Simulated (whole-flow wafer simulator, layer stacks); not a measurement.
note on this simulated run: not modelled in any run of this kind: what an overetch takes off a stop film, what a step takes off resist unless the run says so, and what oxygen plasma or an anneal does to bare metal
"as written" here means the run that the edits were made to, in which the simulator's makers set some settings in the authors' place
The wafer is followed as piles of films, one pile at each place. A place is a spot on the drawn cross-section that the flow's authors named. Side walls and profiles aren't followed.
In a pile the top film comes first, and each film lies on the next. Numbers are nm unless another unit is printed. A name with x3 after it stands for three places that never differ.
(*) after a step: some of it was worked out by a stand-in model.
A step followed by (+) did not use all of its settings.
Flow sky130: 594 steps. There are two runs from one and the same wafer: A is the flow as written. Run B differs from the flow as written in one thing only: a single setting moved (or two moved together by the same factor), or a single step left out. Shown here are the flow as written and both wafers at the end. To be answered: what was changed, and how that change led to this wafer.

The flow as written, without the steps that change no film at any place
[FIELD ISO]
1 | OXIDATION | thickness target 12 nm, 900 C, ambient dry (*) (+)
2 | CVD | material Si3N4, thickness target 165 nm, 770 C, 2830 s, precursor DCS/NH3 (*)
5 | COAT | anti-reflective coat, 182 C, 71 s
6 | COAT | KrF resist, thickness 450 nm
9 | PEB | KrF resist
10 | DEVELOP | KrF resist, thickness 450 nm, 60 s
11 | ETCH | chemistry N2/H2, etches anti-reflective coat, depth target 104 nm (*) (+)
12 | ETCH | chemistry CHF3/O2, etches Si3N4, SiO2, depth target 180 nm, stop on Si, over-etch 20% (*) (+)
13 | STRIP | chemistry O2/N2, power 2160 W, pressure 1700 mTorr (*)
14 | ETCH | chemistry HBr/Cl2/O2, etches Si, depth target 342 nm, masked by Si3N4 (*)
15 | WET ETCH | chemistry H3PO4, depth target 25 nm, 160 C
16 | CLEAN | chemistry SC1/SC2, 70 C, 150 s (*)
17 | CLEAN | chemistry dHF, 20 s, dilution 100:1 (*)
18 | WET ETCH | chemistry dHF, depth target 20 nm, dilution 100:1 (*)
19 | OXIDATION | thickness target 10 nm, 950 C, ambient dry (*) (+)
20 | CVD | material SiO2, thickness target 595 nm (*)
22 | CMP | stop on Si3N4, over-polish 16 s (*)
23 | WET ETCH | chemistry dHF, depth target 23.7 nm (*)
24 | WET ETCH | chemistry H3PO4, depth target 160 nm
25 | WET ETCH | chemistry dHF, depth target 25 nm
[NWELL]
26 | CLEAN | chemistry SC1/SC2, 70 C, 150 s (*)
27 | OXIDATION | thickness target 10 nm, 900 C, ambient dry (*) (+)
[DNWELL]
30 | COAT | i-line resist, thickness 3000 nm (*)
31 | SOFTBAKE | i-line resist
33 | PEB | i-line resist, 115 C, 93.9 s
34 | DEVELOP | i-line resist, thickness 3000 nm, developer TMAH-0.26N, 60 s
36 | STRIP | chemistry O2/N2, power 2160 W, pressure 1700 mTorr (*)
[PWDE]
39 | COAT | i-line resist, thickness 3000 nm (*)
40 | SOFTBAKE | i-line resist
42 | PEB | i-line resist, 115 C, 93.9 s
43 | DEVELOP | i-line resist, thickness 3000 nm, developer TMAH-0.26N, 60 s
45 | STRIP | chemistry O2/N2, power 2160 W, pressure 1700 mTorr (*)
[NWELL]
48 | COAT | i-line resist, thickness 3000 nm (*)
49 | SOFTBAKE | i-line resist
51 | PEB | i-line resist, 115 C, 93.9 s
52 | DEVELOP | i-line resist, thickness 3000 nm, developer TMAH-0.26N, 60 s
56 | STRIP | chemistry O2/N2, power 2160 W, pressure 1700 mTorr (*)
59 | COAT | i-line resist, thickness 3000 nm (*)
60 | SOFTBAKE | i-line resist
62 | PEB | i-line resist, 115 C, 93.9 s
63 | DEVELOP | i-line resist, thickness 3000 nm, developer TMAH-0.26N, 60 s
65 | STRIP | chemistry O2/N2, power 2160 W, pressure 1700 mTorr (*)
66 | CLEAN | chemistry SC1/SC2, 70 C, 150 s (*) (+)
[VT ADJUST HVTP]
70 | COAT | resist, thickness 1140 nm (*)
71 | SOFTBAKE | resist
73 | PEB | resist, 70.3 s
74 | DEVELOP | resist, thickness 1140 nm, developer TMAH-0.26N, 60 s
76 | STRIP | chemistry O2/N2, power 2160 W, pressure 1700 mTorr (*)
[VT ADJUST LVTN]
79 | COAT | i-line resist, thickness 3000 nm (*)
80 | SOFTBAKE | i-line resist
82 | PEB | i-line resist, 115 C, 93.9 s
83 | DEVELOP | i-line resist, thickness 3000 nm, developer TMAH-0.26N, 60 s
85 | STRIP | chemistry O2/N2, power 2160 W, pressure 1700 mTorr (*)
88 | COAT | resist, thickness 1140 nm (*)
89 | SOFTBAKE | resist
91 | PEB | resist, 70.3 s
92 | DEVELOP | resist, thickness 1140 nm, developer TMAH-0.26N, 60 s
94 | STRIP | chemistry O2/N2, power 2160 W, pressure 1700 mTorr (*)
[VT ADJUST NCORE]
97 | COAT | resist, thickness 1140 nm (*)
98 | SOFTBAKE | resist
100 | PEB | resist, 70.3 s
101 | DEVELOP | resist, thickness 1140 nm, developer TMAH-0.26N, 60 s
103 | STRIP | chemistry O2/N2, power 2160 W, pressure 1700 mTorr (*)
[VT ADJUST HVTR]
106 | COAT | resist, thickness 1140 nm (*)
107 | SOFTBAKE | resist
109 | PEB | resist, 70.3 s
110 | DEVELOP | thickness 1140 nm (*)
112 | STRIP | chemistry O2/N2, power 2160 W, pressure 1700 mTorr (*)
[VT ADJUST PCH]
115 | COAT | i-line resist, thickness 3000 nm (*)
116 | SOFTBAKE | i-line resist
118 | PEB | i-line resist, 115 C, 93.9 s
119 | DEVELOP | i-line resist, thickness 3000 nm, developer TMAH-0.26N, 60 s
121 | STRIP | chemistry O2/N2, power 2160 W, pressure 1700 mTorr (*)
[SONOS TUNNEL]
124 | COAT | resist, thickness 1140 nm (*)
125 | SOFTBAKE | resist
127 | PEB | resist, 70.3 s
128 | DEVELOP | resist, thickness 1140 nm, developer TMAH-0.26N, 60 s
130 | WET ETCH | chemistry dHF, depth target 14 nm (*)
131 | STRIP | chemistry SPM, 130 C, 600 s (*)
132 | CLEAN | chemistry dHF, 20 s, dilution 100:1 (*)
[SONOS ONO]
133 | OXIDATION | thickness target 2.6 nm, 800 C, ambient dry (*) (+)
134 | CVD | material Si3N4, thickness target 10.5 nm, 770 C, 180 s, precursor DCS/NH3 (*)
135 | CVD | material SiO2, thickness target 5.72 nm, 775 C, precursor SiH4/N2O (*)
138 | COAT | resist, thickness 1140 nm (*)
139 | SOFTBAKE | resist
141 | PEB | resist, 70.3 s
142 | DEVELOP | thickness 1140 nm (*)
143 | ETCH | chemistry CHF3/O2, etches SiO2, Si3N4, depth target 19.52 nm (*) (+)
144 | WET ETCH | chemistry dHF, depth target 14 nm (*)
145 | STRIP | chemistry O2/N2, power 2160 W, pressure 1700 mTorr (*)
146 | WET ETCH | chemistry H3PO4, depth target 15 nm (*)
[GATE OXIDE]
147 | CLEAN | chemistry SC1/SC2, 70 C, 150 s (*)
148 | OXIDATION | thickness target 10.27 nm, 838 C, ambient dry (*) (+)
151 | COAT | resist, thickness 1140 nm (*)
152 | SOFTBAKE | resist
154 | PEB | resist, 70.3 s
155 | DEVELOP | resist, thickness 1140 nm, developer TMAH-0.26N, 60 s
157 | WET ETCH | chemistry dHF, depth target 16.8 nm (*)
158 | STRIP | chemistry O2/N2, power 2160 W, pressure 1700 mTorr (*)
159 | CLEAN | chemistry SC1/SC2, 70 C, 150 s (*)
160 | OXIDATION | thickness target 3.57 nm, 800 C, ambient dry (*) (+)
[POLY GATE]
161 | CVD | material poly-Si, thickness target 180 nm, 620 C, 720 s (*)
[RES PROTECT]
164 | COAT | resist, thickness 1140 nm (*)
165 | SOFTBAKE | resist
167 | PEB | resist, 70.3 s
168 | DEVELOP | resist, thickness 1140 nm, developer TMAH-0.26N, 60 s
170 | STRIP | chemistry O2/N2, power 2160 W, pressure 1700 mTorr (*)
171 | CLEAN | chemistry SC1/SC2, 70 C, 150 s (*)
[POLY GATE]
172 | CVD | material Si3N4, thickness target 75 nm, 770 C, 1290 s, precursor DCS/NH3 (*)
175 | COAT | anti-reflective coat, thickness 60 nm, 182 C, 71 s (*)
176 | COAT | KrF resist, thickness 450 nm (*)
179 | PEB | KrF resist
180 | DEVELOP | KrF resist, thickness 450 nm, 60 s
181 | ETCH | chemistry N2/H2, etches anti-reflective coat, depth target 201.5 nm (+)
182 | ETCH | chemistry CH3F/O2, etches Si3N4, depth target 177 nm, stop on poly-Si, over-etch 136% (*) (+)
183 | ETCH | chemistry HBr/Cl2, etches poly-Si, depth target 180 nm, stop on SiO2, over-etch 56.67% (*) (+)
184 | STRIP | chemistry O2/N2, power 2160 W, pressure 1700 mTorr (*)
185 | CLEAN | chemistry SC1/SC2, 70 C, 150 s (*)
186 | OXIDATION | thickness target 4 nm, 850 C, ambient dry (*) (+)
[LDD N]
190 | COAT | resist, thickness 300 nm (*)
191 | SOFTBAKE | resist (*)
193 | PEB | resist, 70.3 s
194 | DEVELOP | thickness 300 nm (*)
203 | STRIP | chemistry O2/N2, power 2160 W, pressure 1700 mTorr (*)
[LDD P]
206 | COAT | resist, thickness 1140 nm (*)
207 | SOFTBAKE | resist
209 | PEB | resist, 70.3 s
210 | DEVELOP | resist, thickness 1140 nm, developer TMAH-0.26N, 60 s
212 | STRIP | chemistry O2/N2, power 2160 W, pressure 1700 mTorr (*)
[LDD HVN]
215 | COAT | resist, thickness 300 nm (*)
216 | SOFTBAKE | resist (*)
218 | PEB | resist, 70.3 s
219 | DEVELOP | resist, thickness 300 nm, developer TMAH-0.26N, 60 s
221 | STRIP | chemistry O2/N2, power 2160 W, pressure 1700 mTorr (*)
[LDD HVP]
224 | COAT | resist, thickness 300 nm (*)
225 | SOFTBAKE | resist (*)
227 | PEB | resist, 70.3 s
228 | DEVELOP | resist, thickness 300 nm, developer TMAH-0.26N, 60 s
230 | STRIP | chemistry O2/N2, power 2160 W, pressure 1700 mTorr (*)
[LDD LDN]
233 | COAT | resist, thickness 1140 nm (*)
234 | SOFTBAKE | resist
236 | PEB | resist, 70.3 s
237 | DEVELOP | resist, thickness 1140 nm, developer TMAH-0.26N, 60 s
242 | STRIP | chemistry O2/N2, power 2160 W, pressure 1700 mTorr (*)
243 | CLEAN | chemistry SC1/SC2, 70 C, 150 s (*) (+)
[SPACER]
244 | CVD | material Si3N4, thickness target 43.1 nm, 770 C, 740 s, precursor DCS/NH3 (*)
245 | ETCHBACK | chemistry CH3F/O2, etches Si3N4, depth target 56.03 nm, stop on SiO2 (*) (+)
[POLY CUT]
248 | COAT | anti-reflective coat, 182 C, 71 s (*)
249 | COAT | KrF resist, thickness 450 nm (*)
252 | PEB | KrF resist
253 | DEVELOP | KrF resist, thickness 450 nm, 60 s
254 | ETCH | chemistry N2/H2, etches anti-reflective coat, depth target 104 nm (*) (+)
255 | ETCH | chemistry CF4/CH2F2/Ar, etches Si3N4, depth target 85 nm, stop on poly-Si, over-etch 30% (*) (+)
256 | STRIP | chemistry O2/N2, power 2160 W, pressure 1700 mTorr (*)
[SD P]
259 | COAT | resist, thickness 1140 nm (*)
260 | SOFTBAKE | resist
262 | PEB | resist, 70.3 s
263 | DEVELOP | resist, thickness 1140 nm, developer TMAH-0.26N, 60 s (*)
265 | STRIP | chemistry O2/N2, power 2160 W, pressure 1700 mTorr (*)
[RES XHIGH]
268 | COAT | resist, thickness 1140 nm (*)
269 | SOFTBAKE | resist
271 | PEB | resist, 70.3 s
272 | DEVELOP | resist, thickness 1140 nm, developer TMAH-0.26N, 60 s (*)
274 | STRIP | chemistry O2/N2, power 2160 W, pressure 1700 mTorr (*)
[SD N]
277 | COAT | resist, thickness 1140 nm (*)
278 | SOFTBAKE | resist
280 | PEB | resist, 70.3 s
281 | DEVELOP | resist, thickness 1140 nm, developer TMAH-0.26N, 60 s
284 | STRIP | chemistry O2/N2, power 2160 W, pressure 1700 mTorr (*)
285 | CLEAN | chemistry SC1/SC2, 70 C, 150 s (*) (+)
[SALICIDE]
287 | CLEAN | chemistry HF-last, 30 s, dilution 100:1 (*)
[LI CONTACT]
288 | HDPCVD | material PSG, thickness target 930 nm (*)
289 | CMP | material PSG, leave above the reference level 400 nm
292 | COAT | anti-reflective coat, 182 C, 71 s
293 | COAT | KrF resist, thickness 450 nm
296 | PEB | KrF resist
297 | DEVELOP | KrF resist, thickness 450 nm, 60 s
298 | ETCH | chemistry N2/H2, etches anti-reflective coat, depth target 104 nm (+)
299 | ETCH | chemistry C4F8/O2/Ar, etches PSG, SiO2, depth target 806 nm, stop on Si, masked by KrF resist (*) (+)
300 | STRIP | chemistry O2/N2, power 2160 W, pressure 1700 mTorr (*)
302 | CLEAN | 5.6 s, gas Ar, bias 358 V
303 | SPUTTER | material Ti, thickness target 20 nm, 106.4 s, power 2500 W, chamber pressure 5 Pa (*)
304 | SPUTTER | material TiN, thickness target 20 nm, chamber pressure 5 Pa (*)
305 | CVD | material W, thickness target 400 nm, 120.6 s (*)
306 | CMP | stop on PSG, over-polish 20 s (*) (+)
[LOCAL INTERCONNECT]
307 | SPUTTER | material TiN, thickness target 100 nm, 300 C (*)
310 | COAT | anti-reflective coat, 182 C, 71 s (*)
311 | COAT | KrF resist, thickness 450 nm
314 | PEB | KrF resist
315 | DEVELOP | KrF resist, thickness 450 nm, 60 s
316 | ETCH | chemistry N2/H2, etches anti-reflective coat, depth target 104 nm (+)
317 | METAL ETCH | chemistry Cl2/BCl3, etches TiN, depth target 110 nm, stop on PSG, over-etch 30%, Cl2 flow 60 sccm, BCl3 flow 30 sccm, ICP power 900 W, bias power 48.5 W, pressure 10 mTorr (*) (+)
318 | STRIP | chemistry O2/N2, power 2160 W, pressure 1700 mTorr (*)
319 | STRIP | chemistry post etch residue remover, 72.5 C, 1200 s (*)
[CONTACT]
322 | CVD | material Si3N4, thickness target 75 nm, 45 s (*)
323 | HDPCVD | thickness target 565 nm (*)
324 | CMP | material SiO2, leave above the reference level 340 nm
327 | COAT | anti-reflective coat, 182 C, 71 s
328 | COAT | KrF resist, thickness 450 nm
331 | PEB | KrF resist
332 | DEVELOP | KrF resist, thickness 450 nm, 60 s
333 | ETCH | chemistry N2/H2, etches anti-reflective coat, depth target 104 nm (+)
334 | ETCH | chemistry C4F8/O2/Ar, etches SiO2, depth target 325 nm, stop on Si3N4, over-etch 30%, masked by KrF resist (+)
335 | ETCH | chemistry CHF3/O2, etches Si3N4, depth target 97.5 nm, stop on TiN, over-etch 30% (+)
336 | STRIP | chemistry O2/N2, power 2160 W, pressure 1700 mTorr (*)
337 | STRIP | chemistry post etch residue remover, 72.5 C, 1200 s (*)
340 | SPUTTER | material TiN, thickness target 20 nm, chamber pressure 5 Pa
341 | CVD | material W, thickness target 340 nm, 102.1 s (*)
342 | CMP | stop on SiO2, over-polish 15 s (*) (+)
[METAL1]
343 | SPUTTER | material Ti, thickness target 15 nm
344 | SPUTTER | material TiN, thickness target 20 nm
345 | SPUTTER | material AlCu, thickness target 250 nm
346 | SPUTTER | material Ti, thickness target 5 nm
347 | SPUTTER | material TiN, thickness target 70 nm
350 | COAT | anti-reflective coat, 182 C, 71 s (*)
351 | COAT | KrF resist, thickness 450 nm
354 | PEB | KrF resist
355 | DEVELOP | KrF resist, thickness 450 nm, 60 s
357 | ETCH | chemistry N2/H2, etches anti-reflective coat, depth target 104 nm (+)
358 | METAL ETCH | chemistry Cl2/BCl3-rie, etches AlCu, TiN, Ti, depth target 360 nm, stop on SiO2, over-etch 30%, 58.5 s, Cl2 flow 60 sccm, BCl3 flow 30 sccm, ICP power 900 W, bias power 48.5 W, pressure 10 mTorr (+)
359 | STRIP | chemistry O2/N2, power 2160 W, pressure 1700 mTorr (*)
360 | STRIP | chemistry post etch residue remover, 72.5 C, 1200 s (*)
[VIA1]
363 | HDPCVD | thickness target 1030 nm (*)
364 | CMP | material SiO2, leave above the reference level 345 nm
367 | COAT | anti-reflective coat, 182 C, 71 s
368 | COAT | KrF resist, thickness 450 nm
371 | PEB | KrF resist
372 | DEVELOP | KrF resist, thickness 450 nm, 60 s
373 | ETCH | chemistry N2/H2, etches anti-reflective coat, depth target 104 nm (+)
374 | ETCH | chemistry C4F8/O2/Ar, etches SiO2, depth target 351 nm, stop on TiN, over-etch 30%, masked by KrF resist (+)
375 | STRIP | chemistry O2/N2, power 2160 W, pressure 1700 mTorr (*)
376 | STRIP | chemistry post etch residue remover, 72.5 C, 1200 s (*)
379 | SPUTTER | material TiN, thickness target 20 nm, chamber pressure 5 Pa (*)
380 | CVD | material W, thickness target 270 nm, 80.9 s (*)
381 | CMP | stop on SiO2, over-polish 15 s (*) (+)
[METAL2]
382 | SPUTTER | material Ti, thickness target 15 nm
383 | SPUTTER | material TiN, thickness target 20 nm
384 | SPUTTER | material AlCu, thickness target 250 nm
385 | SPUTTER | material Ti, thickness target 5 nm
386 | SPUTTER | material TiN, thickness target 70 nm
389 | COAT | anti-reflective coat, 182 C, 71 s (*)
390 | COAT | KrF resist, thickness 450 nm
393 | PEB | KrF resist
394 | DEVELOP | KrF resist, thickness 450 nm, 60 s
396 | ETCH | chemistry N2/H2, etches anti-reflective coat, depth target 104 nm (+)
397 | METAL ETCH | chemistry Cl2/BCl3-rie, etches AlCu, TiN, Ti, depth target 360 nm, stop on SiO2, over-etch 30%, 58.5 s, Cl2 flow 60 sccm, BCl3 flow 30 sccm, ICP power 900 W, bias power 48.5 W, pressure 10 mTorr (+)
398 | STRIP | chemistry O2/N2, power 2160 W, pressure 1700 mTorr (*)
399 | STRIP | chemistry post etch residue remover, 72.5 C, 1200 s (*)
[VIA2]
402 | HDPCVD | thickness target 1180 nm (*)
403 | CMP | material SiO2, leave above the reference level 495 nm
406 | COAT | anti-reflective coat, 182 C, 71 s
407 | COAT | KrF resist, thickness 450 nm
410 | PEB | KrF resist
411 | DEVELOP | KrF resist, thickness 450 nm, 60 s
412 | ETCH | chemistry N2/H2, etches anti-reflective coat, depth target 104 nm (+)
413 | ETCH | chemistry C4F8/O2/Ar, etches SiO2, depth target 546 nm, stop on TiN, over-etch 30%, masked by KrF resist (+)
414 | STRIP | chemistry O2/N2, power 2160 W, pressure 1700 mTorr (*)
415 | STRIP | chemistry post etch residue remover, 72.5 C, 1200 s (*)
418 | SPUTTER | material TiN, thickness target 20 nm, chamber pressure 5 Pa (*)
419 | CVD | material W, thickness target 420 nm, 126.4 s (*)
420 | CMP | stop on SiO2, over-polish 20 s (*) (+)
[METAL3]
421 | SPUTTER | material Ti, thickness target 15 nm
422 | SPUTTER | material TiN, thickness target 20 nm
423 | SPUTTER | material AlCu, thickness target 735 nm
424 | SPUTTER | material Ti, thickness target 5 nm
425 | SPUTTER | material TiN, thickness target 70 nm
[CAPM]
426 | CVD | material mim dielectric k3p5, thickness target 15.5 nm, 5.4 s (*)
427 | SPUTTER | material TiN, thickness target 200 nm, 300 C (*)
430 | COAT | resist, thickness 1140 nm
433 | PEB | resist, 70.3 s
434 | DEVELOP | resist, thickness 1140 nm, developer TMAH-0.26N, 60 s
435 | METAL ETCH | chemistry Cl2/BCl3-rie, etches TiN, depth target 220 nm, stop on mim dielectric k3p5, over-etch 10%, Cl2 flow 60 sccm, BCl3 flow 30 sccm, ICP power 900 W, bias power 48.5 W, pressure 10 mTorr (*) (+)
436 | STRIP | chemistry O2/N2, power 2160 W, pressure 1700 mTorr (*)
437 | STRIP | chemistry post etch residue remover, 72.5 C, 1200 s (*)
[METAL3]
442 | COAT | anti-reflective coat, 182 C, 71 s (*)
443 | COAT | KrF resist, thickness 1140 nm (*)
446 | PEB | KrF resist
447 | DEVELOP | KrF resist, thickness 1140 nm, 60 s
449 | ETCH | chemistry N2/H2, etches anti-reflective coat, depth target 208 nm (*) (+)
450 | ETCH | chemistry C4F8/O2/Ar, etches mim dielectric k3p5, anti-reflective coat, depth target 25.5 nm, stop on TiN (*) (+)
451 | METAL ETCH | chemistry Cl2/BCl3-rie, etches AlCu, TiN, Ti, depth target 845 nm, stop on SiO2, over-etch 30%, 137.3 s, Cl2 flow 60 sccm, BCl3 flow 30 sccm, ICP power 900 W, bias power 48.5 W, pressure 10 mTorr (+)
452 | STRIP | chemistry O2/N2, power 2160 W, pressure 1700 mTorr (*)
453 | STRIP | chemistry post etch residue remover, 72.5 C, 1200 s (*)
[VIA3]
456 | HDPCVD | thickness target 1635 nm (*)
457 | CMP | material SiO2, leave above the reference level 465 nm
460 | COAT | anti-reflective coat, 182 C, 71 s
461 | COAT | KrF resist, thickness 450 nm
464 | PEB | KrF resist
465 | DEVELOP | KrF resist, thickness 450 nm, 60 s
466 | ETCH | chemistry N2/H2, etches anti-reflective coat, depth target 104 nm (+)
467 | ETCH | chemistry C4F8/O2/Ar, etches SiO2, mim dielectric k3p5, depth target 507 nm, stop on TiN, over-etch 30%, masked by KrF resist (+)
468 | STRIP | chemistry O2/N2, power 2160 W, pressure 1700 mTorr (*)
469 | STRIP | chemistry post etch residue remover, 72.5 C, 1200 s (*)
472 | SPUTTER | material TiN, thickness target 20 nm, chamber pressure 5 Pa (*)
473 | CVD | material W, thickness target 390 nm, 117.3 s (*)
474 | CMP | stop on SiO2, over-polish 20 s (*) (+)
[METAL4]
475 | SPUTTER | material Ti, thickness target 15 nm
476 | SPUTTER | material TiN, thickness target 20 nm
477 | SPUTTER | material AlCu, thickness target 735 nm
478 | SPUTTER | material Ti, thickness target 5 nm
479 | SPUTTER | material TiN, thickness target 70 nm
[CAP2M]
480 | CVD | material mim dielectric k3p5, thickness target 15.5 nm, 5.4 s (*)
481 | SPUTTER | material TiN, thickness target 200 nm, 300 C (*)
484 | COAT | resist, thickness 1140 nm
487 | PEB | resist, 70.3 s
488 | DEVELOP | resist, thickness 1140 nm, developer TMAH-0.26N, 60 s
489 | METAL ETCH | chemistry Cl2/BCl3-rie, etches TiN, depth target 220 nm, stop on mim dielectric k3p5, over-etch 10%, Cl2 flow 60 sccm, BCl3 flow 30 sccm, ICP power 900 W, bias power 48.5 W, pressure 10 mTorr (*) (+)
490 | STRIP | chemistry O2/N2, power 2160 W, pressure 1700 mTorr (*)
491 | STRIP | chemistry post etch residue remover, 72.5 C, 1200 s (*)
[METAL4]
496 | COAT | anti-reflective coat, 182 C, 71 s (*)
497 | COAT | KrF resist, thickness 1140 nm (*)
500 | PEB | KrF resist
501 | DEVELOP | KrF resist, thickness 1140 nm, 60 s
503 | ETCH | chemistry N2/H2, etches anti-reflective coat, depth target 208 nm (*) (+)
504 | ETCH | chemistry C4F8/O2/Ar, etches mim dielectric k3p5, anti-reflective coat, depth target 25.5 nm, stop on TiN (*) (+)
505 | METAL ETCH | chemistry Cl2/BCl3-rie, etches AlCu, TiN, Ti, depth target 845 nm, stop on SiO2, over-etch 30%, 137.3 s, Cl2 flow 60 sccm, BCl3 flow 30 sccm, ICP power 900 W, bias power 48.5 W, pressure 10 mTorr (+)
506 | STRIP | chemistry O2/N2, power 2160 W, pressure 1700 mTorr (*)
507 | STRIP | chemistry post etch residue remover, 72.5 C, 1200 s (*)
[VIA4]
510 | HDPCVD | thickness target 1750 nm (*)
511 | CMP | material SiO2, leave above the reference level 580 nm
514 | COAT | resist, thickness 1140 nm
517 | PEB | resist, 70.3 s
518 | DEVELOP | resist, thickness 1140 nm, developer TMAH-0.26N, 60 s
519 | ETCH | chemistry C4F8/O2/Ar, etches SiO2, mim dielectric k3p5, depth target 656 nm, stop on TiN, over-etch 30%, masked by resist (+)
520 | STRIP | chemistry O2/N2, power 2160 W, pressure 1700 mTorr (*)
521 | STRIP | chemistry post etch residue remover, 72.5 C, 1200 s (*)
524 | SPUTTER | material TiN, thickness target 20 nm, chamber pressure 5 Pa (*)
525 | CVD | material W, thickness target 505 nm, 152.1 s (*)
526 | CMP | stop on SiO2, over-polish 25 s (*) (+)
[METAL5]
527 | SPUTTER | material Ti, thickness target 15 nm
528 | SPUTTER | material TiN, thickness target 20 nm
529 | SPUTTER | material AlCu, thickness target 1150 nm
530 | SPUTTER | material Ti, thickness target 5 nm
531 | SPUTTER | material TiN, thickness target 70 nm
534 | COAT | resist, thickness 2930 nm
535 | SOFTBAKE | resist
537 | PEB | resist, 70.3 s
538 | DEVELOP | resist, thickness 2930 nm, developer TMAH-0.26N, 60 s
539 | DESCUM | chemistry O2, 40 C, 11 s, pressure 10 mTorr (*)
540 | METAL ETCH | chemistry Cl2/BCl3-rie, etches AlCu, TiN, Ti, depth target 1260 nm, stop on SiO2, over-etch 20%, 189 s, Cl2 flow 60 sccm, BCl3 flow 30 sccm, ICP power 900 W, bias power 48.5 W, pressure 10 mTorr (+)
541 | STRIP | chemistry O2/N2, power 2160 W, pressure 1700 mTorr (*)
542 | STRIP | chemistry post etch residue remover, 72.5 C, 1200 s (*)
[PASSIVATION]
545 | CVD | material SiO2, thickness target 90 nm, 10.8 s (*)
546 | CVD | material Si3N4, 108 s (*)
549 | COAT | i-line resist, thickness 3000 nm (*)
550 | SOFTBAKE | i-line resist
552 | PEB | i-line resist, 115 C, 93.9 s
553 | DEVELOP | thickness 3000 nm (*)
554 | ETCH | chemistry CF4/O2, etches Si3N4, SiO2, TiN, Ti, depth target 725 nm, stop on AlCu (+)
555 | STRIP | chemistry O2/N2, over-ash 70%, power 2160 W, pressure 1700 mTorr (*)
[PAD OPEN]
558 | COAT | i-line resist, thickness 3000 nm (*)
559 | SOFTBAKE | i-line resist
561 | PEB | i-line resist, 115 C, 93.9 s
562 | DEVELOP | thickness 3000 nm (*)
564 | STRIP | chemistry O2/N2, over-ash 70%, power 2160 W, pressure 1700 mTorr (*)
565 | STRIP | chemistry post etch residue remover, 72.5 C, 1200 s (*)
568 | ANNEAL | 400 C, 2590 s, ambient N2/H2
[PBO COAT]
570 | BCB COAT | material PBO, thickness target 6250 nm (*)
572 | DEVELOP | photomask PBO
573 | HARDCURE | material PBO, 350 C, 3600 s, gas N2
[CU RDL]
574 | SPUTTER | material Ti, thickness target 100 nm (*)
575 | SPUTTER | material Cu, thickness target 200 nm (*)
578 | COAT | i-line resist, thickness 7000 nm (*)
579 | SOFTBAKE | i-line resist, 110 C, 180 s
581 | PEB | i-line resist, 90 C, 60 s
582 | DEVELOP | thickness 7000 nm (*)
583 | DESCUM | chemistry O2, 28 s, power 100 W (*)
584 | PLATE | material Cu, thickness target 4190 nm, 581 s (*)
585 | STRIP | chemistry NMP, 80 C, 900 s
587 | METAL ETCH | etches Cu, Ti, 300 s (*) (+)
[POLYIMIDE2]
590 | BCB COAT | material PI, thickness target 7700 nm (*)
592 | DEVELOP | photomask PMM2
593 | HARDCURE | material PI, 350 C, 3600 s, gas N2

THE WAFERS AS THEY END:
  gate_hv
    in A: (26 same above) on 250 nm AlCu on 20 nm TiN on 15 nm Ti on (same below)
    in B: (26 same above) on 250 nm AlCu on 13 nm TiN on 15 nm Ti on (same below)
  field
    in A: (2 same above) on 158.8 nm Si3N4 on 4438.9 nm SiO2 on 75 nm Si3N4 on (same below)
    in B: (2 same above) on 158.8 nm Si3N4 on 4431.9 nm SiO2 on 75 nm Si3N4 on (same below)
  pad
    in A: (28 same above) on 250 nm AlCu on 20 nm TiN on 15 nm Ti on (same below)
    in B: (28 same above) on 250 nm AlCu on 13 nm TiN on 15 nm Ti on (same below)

Cause: step 344, SPUTTER: thickness target 13 nm was run, whereas the flow has thickness target 20 nm.
The wafer lets one read it off: gate_hv has TiN 13, and step 344 as written asks for 20 nm.

Step by step, how the change led to this:
  344 | SPUTTER | material TiN, thickness target 20 nm
      field, active, n_well and 188 more: A +20 TiN (new film) | B +13 TiN (new film)
  358 | METAL ETCH | chemistry Cl2/BCl3-rie, etches AlCu, TiN, Ti, depth target 360 nm, stop on SiO2, over-etch 30%, 58.5 s, Cl2 flow 60 sccm, BCl3 flow 30 sccm, ICP power 900 W, bias power 48.5 W, pressure 10 mTorr (+)
      field, active, gate and 81 more: A -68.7 TiN (all of it), -5 Ti (all of it), -250 AlCu (all of it), -20 TiN (all of it), -15 Ti (all of it), -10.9 SiO2 | B -68.7 TiN (all of it), -5 Ti (all of it), -250 AlCu (all of it), -13 TiN (all of it), -15 Ti (all of it), -11.6 SiO2
